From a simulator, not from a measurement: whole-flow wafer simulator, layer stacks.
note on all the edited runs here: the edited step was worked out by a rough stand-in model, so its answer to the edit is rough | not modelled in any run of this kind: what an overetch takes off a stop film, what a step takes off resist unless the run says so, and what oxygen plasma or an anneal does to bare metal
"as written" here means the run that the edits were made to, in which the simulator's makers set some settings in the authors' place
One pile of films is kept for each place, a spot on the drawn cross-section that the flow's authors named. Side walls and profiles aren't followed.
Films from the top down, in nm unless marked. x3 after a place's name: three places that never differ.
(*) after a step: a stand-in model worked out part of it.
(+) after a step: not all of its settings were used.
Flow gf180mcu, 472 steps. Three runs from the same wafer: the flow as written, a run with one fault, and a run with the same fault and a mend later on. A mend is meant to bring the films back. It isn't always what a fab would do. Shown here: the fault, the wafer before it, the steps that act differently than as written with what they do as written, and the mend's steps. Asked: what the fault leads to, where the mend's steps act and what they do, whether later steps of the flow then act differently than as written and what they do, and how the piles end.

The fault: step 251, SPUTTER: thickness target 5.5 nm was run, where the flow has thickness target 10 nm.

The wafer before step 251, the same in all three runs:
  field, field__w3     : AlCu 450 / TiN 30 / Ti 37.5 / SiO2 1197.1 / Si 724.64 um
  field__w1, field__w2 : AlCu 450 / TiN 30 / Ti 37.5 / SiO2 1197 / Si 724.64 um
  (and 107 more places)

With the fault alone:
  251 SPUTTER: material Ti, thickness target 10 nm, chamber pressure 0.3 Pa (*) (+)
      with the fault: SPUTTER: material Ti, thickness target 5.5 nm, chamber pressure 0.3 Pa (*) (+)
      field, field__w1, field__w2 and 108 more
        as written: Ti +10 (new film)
        with the fault: Ti +5.5 (new film)
  Later steps of the flow that act differently than as written (5 more steps differ only slightly, by at most 2% or 0.5 nm, whichever is larger, and aren't shown):
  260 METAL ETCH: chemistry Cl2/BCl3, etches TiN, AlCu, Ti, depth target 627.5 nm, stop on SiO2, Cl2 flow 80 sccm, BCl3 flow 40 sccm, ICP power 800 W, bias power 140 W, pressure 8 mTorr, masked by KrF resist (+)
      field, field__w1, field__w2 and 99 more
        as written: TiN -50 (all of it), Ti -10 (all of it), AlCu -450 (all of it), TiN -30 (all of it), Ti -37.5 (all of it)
        with the fault: TiN -50 (all of it), Ti -5.5 (all of it), AlCu -450 (all of it), TiN -30 (all of it), Ti -37.5 (all of it)
  At the end the piles differ from the flow's by more than 2% or 0.5 nm, whichever is larger, at field__w8, contact, m1 and 6 more.
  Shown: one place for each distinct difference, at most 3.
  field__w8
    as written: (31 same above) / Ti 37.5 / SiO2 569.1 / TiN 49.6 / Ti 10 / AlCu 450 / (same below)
    with the fault: (31 same above) / Ti 37.5 / SiO2 573.6 / TiN 49.6 / Ti 5.5 / AlCu 450 / (same below)
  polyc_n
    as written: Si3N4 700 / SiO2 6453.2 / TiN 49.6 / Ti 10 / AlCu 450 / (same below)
    with the fault: Si3N4 700 / SiO2 6457.7 / TiN 49.6 / Ti 5.5 / AlCu 450 / (same below)
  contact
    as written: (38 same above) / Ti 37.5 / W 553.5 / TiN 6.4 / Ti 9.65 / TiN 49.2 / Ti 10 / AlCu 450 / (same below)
    with the fault: (38 same above) / Ti 37.5 / W 558 / TiN 6.39 / Ti 9.63 / TiN 49.2 / Ti 5.5 / AlCu 450 / (same below)

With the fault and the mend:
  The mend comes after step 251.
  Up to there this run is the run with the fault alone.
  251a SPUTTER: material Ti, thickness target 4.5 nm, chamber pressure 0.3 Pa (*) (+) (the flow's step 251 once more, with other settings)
      field, field__w1, field__w2 and 108 more
        Ti +4.5
  No later step of the flow acts differently than as written at any place that is followed.
  At the end the piles are the same as the flow's at every place that both follow.
